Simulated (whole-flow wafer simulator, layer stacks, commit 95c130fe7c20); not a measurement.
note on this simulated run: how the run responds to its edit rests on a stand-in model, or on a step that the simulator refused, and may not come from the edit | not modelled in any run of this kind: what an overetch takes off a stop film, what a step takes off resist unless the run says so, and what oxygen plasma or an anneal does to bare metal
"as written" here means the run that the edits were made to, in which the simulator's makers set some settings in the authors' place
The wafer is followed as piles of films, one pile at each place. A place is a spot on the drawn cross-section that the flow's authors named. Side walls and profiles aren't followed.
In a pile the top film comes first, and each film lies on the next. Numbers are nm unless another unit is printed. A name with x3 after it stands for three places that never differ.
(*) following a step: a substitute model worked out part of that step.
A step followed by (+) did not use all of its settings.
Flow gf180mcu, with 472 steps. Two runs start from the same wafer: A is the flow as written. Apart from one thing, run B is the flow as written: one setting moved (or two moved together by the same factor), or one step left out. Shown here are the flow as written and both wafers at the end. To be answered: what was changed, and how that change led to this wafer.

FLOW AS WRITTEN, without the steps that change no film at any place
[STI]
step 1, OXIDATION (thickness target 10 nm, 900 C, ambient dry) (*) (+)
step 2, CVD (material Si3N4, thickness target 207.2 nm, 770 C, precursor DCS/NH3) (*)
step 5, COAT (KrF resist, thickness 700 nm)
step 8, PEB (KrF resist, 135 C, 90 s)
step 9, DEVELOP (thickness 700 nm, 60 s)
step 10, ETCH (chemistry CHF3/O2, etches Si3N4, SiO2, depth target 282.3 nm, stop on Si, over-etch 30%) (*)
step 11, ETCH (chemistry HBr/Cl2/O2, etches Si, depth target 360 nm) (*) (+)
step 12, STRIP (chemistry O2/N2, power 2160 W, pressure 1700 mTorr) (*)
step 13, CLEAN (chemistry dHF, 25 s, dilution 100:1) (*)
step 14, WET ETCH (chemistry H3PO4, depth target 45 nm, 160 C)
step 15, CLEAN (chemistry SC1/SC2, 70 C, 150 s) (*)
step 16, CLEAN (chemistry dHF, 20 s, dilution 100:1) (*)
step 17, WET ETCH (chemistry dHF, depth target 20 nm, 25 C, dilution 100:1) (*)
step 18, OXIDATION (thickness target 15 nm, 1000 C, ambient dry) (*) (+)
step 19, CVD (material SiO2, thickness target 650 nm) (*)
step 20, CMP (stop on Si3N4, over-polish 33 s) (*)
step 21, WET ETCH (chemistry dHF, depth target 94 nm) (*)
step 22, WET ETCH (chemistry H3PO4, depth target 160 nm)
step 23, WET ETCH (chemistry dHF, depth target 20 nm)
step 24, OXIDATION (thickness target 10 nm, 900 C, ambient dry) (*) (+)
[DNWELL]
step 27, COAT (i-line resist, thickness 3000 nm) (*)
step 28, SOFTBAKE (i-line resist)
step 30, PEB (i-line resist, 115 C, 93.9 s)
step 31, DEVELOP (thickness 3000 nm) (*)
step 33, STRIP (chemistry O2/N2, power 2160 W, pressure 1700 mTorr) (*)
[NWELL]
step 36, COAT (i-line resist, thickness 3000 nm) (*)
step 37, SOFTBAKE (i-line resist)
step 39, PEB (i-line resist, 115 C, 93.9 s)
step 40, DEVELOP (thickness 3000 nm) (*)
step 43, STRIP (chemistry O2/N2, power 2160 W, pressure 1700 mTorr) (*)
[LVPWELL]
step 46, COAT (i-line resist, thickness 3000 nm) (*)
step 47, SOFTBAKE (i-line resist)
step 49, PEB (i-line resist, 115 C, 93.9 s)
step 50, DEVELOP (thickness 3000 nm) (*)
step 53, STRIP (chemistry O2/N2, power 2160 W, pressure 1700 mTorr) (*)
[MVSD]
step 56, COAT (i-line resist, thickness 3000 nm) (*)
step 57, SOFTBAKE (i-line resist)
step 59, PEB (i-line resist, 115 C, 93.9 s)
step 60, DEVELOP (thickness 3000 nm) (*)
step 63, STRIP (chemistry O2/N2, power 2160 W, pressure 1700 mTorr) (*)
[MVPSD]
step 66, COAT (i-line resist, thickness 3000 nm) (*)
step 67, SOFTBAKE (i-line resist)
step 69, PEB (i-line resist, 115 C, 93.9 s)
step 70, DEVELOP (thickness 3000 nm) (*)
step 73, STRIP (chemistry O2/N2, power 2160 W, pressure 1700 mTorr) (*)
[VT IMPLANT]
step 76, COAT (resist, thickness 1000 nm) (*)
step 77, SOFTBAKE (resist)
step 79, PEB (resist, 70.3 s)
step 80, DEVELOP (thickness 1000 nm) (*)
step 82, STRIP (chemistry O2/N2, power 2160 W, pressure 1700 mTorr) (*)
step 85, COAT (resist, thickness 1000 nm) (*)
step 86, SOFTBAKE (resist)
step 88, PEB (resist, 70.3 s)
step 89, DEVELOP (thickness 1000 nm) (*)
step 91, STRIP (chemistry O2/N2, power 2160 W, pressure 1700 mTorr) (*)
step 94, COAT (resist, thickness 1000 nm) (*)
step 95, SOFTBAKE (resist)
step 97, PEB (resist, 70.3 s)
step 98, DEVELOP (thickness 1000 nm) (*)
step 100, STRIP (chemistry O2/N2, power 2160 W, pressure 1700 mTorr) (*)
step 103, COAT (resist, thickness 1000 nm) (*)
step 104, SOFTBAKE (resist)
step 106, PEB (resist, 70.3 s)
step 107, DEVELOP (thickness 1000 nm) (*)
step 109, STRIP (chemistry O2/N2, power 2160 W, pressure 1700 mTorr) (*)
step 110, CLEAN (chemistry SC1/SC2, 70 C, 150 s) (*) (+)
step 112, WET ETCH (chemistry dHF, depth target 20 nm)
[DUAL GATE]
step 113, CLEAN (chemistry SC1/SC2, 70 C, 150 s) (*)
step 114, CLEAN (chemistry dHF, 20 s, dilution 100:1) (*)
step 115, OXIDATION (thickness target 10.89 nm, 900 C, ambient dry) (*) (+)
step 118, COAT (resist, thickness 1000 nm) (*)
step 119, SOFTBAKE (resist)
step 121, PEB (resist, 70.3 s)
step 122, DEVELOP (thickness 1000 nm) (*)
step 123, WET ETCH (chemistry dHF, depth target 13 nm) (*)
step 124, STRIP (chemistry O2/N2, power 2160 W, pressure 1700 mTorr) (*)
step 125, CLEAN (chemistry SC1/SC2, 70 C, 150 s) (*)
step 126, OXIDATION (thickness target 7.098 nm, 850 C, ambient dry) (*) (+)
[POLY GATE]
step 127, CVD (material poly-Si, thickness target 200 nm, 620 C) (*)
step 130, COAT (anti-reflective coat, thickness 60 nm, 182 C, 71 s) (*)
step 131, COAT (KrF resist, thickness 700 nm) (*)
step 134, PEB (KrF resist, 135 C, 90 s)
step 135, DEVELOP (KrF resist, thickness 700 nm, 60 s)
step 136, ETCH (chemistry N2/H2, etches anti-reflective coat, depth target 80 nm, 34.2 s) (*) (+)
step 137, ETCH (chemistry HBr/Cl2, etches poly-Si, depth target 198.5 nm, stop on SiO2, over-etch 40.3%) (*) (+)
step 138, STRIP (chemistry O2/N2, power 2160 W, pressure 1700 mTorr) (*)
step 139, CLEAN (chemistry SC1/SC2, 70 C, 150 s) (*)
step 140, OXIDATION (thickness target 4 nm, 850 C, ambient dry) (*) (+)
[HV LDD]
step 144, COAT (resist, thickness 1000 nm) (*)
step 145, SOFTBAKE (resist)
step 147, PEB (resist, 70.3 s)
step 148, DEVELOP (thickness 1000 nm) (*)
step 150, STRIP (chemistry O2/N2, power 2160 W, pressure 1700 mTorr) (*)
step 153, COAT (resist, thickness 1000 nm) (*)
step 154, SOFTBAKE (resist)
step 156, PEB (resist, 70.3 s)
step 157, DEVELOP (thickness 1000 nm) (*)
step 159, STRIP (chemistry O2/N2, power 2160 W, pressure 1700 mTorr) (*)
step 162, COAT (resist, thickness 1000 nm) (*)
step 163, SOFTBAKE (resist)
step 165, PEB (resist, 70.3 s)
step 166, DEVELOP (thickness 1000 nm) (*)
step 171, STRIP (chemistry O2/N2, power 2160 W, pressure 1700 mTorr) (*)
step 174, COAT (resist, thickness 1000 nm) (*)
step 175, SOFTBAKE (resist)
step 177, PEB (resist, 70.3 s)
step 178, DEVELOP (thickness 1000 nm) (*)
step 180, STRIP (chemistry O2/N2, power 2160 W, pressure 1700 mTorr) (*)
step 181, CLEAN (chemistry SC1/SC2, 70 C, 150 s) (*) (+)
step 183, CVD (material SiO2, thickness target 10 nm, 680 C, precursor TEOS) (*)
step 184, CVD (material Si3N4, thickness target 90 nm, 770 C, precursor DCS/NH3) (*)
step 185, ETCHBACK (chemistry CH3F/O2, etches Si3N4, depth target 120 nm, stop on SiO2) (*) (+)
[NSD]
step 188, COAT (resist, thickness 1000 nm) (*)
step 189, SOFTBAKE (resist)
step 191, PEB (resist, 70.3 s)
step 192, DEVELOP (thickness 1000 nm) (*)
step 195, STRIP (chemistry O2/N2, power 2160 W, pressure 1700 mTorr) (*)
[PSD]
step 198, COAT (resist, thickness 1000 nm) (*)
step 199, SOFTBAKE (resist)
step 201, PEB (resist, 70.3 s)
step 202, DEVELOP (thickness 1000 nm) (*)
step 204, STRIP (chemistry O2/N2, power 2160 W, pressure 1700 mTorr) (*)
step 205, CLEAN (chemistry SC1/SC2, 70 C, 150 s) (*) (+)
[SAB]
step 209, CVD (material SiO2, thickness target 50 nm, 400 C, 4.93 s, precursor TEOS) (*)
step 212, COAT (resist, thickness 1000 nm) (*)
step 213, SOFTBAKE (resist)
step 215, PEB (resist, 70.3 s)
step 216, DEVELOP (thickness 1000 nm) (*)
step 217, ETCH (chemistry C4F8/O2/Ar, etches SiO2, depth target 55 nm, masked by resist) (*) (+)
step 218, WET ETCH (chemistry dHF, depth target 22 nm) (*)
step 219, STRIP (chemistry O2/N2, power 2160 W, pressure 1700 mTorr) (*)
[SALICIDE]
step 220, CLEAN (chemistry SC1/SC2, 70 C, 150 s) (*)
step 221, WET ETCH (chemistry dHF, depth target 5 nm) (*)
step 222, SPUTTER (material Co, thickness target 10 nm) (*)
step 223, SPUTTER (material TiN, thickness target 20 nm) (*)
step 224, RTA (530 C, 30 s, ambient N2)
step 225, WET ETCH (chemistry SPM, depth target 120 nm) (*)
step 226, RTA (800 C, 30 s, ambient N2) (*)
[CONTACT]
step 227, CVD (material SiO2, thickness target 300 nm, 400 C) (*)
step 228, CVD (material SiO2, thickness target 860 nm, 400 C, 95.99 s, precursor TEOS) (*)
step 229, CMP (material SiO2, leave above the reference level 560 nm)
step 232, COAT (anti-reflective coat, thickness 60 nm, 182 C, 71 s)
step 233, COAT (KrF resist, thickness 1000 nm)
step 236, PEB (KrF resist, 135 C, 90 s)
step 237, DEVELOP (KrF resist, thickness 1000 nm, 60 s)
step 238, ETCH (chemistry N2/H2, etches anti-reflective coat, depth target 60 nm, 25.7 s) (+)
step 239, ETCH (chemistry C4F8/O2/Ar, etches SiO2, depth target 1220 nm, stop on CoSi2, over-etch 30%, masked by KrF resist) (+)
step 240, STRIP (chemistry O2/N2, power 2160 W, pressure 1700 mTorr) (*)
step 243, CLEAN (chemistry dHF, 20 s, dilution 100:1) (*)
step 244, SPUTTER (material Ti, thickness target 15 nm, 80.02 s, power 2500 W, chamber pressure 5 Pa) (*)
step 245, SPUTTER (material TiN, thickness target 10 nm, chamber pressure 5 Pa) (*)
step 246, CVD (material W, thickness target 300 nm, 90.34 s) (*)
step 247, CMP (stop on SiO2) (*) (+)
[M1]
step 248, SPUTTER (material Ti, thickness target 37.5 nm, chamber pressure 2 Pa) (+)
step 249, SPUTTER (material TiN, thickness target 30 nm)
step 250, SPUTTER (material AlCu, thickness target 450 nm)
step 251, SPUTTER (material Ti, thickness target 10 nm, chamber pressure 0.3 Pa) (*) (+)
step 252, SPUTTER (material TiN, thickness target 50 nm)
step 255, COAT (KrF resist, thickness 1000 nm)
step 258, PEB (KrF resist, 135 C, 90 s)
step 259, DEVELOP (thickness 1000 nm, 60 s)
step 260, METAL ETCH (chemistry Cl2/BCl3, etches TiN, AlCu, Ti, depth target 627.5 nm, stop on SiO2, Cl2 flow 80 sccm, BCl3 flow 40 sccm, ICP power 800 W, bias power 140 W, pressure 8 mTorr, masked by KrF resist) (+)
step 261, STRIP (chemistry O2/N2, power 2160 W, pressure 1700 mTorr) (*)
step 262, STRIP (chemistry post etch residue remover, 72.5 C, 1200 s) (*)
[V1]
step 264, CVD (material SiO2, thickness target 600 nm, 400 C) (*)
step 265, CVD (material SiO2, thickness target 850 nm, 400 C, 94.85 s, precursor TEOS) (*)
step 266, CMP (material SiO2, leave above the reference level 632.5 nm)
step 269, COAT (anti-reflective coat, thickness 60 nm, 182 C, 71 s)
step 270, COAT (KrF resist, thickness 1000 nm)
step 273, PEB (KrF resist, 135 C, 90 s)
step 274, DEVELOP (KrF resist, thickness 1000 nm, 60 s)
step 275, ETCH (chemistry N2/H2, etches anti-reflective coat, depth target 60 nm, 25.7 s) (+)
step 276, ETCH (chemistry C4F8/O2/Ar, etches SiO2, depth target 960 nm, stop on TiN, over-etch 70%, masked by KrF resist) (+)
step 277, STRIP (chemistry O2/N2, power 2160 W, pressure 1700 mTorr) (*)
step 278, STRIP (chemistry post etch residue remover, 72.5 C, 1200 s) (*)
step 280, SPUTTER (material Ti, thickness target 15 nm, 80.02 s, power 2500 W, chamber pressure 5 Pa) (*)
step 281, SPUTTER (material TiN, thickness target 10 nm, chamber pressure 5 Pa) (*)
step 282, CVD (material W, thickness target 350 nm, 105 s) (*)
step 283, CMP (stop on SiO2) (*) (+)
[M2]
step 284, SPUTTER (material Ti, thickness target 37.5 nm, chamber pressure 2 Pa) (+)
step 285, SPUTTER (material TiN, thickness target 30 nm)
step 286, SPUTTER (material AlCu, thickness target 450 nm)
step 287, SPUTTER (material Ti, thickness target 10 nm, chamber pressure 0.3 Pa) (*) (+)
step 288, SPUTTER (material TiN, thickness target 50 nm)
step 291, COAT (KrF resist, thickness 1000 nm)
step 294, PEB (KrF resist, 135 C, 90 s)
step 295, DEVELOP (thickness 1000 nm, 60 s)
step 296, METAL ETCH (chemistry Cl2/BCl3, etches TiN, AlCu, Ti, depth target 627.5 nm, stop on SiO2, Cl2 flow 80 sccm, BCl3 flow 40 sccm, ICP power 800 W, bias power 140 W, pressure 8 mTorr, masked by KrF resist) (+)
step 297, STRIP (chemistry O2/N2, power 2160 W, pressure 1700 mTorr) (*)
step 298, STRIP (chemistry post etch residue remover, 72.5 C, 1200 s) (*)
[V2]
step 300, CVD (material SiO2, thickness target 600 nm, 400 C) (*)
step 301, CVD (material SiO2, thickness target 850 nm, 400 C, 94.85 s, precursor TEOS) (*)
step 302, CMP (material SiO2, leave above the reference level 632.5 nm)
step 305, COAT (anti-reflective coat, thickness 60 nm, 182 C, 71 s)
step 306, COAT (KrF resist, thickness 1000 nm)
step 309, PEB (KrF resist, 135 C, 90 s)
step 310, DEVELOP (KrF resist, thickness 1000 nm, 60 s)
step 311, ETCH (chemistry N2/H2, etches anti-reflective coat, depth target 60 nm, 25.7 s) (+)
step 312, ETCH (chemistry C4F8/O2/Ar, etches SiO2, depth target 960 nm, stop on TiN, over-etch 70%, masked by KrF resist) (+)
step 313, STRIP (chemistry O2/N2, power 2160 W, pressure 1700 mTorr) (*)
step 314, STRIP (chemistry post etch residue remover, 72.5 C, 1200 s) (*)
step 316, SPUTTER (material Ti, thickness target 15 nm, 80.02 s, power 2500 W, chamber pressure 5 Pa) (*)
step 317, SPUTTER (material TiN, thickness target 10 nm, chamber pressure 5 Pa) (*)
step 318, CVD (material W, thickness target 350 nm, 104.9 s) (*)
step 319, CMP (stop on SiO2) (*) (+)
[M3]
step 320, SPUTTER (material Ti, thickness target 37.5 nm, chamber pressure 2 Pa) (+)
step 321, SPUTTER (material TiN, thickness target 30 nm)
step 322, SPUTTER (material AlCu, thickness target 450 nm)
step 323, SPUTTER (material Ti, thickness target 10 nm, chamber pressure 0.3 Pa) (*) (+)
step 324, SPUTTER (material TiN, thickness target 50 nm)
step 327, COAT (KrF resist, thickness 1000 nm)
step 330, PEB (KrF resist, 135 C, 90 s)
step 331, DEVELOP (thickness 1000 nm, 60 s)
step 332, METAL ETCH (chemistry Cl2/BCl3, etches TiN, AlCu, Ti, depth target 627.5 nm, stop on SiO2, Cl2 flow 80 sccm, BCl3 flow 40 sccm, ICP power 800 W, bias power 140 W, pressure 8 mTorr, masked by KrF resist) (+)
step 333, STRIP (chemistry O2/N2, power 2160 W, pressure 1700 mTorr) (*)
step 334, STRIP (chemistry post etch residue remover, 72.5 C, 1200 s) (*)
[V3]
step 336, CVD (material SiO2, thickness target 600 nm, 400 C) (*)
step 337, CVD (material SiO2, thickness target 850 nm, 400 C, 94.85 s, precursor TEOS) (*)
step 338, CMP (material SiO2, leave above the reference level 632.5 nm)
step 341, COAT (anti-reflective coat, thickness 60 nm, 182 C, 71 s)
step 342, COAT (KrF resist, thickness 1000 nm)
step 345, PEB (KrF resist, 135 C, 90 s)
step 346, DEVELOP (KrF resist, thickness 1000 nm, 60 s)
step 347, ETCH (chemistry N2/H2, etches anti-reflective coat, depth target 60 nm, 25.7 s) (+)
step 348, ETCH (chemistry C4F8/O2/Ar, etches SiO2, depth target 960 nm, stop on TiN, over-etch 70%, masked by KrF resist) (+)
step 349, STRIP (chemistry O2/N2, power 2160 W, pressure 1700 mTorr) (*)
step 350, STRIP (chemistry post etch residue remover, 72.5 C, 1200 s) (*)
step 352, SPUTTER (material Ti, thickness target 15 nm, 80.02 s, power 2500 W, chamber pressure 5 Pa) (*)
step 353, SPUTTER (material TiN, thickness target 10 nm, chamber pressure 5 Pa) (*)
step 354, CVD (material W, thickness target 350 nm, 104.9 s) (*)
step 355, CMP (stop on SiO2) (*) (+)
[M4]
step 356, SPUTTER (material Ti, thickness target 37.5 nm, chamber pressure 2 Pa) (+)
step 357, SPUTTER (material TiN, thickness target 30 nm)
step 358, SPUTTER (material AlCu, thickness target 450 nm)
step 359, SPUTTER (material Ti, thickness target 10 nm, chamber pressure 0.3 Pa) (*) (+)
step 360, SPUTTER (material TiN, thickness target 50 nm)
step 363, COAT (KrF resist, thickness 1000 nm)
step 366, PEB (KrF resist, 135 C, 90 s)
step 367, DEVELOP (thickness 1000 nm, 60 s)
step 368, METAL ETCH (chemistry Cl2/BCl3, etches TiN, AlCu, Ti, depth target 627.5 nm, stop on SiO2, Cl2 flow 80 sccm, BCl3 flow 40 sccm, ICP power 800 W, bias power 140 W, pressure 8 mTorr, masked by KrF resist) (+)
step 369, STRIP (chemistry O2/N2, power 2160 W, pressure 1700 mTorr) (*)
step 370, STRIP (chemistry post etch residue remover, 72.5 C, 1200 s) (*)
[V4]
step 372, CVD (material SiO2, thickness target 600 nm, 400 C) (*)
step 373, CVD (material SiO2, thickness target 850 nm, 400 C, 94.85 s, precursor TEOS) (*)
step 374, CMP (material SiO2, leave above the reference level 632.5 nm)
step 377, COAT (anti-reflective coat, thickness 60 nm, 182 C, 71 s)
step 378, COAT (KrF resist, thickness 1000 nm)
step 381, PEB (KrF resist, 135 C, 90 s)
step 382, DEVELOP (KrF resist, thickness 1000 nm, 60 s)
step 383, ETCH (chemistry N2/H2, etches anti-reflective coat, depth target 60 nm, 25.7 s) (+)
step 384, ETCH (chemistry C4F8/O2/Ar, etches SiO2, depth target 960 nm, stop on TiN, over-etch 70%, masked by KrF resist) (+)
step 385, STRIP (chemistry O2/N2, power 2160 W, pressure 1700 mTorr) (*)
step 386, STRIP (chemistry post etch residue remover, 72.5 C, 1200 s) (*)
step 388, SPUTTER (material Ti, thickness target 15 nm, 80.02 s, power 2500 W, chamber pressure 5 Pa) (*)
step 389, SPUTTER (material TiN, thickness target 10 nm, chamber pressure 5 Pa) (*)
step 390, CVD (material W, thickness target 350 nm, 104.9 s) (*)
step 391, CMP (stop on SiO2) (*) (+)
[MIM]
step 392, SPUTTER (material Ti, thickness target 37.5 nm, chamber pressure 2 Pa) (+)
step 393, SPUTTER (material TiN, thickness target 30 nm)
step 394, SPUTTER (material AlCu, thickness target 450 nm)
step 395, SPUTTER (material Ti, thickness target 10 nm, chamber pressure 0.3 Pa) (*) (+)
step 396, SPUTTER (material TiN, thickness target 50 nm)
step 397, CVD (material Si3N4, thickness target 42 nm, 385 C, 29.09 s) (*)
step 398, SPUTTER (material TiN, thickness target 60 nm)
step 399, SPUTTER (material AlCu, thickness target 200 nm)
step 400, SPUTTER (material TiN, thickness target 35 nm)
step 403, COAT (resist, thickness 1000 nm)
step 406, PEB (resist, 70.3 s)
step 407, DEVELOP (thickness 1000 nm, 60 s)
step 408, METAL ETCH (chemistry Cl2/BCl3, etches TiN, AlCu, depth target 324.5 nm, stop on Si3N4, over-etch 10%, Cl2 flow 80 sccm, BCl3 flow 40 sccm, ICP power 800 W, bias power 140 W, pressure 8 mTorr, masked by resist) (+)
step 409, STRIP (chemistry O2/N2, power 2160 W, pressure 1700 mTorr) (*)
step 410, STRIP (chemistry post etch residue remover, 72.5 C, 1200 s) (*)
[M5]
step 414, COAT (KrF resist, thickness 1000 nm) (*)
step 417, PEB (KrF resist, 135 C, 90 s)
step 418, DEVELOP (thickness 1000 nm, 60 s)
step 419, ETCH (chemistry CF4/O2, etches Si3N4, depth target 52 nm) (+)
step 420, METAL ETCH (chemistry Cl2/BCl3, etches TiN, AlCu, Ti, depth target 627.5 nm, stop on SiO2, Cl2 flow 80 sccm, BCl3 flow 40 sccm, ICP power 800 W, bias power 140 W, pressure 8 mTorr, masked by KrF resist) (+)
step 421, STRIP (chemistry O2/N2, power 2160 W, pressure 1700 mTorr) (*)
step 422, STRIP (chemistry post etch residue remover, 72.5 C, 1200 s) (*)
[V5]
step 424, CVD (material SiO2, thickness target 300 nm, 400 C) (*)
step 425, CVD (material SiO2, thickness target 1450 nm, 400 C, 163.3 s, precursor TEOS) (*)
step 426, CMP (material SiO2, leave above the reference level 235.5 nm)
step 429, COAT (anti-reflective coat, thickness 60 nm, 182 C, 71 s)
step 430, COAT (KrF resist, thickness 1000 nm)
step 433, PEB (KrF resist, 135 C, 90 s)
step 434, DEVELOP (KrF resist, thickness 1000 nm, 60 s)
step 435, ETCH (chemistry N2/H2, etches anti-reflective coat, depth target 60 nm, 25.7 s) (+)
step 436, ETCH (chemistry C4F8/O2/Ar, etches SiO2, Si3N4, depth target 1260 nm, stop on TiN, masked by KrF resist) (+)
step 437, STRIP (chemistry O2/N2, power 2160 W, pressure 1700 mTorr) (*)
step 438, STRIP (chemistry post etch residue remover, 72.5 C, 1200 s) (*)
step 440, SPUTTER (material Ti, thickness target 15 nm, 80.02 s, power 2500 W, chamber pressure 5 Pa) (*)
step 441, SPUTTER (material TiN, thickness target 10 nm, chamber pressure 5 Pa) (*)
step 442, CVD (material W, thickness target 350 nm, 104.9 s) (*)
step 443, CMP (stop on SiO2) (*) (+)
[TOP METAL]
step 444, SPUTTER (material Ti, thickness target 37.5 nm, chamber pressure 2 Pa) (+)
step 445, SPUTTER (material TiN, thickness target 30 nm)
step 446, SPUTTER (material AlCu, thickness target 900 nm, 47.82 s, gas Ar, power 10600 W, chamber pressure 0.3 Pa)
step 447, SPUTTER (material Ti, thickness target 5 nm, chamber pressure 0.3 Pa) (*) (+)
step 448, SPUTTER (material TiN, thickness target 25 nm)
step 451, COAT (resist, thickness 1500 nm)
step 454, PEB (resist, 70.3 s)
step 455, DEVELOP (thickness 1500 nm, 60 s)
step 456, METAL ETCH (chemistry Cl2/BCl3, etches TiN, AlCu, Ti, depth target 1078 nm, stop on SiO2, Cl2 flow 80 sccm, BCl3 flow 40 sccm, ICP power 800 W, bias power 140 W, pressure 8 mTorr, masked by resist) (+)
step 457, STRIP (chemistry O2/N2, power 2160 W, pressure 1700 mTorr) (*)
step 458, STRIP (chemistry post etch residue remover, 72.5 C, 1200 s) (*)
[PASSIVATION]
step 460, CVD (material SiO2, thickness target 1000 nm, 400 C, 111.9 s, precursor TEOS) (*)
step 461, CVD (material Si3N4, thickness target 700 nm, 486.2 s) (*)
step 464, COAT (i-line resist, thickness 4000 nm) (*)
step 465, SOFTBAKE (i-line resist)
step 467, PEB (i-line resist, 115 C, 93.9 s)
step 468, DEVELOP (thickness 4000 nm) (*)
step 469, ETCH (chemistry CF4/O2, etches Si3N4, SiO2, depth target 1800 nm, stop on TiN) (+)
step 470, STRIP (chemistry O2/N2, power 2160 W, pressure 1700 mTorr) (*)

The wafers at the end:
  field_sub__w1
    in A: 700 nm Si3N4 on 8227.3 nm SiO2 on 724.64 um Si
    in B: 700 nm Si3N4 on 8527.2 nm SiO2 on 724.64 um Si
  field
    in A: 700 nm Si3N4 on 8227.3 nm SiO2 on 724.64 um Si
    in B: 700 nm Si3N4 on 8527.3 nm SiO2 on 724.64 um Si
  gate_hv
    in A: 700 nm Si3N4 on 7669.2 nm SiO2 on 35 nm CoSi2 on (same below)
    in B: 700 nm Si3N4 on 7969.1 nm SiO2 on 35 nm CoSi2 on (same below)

What caused this: step 374, CMP: leave above the reference level 996.2 nm was run, while the flow as written has leave above the reference level 632.5 nm.

The path from the change to this, step by step:
  step 374, CMP (material SiO2, leave above the reference level 632.5 nm)
      field, field__w1, field__w2 and 103 more: A -300 SiO2 | B nothing
      field__w8, contact, m1, m1__w1, m1_nw: A -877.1 SiO2 | B -513.4 SiO2
  step 377, COAT (anti-reflective coat, thickness 60 nm, 182 C, 71 s)
      field: A +60 anti-reflective coat (new film) | B +85.5 anti-reflective coat (new film)
      field__w8: A +60 anti-reflective coat (new film) | B +26.4 anti-reflective coat (new film)
      (as well as at 13 more places)
  step 378, COAT (KrF resist, thickness 1000 nm)
      contact: A +1000 KrF resist (new film) | B +976.4 KrF resist (new film)
      m1: A +1000 KrF resist (new film) | B +973.6 KrF resist (new film)
      (as well as at 4 more places)
  step 382, DEVELOP (KrF resist, thickness 1000 nm, 60 s)
      contact: A -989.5 KrF resist (all of it) | B -966.1 KrF resist (all of it)
  step 383, ETCH (chemistry N2/H2, etches anti-reflective coat, depth target 60 nm, 25.7 s) (+)
      contact: A -60 anti-reflective coat (all of it), -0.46 SiO2 | B -30.3 anti-reflective coat (all of it), -1.22 SiO2
  step 384, ETCH (chemistry C4F8/O2/Ar, etches SiO2, depth target 960 nm, stop on TiN, over-etch 70%, masked by KrF resist) (+)
      contact: A -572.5 SiO2 (all of it) | B -935.4 SiO2 (all of it)
  step 385, STRIP (chemistry O2/N2, power 2160 W, pressure 1700 mTorr) (*)
      field: A -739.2 KrF resist (all of it), -60 anti-reflective coat (all of it) | B -727.4 KrF resist (all of it), -85.5 anti-reflective coat (all of it)
      field__w8: A -739.2 KrF resist (all of it), -60 anti-reflective coat (all of it) | B -732.1 KrF resist (all of it), -26.4 anti-reflective coat (all of it)
      (as well as at 14 more places)
  step 388, SPUTTER (material Ti, thickness target 15 nm, 80.02 s, power 2500 W, chamber pressure 5 Pa) (*)
      contact: A +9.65 Ti (new film) | B +8.11 Ti (new film)
  step 389, SPUTTER (material TiN, thickness target 10 nm, chamber pressure 5 Pa) (*)
      contact: A +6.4 TiN (new film) | B +5.38 TiN (new film)
  step 390, CVD (material W, thickness target 350 nm, 104.9 s) (*)
      contact: A +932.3 W (new film) | B +1234.8 W (new film)
  step 391, CMP (stop on SiO2) (*) (+)
      m1, m1__w1, m1_nw: A -350 W (all of it), -10 TiN (all of it), -15 Ti (all of it), -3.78 SiO2 | B -350 W (all of it), -10 TiN (all of it), -15 Ti (all of it), -6.15 SiO2
      field__w8: A -350 W (all of it), -10 TiN (all of it), -15 Ti (all of it), -3.78 SiO2 | B -350 W (all of it), -10 TiN (all of it), -15 Ti (all of it), -6.16 SiO2
  step 403, COAT (resist, thickness 1000 nm)
      field__w8: A +1000 resist (new film) | B +947.1 resist (new film)
      m1: A +1000 resist (new film) | B +946.6 resist (new film)
      (as well as at 2 more places)
  step 404, SOFTBAKE (resist)
      field: A nothing | B -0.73 resist
      field__w8: A nothing | B -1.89 resist
      (as well as at 16 more places)
  step 406, PEB (resist, 70.3 s)
      field__w8, m1, m1__w1: A -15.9 resist | B -14.8 resist
      m1_nw: A -15.9 resist | B -14.9 resist
  step 407, DEVELOP (thickness 1000 nm, 60 s)
      field__w8: A -984.1 resist (all of it) | B -930.5 resist (all of it)
      m1: A -984.1 resist (all of it) | B -929.6 resist (all of it)
      (as well as at 2 more places)
  step 414, COAT (KrF resist, thickness 1000 nm) (*)
      field__w8: A +1000 KrF resist (new film) | B +949.6 KrF resist (new film)
      m1: A +1000.5 KrF resist (new film) | B +949.5 KrF resist (new film)
      (as well as at 2 more places)
  ... 2 further steps ...
  step 426, CMP (material SiO2, leave above the reference level 235.5 nm)
      field__w8, m1, m1__w1, m1_nw: A -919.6 SiO2 | B -981 SiO2
